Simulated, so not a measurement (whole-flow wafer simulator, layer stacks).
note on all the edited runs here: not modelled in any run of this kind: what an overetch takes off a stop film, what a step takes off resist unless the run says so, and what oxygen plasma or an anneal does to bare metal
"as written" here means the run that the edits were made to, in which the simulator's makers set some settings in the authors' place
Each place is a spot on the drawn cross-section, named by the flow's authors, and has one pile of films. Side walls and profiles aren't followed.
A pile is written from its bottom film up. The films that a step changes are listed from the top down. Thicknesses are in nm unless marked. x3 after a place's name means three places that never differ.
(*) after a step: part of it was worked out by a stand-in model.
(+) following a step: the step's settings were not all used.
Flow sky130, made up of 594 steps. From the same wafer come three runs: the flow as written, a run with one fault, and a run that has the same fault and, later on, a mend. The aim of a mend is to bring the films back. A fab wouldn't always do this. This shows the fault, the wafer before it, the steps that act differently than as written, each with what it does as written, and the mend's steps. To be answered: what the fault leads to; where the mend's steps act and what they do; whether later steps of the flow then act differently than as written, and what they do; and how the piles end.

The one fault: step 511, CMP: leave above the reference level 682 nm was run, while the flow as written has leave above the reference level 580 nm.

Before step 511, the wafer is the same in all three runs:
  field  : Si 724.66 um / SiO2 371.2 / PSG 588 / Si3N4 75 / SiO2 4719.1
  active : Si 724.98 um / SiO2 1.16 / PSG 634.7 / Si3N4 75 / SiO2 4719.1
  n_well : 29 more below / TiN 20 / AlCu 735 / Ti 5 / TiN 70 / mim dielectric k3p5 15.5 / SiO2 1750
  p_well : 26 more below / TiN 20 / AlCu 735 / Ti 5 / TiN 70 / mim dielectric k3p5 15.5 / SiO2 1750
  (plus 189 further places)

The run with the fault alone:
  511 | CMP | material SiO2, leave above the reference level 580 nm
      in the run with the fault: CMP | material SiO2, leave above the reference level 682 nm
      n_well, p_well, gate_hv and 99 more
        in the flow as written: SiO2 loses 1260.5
        in the run with the fault: SiO2 loses 1158.5
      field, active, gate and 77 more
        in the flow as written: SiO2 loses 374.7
        in the run with the fault: SiO2 loses 272.7
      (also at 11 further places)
  Later steps of the flow acting differently than as written:
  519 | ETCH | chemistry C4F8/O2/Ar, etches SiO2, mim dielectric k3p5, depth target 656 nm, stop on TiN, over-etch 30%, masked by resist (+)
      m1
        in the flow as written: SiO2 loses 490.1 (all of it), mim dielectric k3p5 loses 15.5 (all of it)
        in the run with the fault: SiO2 loses 592.1 (all of it), mim dielectric k3p5 loses 15.5 (all of it)
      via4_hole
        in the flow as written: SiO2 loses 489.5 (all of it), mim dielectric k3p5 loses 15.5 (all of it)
        in the run with the fault: SiO2 loses 591.5 (all of it), mim dielectric k3p5 loses 15.5 (all of it)
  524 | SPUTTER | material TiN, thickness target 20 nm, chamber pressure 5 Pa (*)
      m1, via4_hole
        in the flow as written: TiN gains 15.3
        in the run with the fault: TiN gains 14.6
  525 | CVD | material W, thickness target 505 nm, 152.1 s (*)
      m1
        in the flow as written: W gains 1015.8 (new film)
        in the run with the fault: W gains 1118.4 (new film)
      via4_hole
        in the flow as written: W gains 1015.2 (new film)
        in the run with the fault: W gains 1117.8 (new film)
  By the end, the piles at field, active, n_well and 190 more depart from the flow's by more than 2% or 0.5 nm, whichever is larger.
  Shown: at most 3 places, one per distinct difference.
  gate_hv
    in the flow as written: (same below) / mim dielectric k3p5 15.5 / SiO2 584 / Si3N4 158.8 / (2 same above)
    in the run with the fault: (same below) / mim dielectric k3p5 15.5 / SiO2 686 / Si3N4 158.8 / (2 same above)
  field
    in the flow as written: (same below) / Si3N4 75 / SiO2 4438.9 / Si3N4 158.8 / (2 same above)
    in the run with the fault: (same below) / Si3N4 75 / SiO2 4540.9 / Si3N4 158.8 / (2 same above)
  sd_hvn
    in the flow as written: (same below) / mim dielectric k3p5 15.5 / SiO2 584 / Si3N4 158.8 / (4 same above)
    in the run with the fault: (same below) / mim dielectric k3p5 15.5 / SiO2 686 / Si3N4 158.8 / (4 same above)

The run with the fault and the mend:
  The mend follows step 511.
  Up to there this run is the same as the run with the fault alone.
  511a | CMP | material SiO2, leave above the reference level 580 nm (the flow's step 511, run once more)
      field, active, n_well and 190 more
        SiO2 loses 102
  Every later step of the flow that is run acts as written at every place that is followed.
  By the end, the piles equal the flow's at every place that both follow.
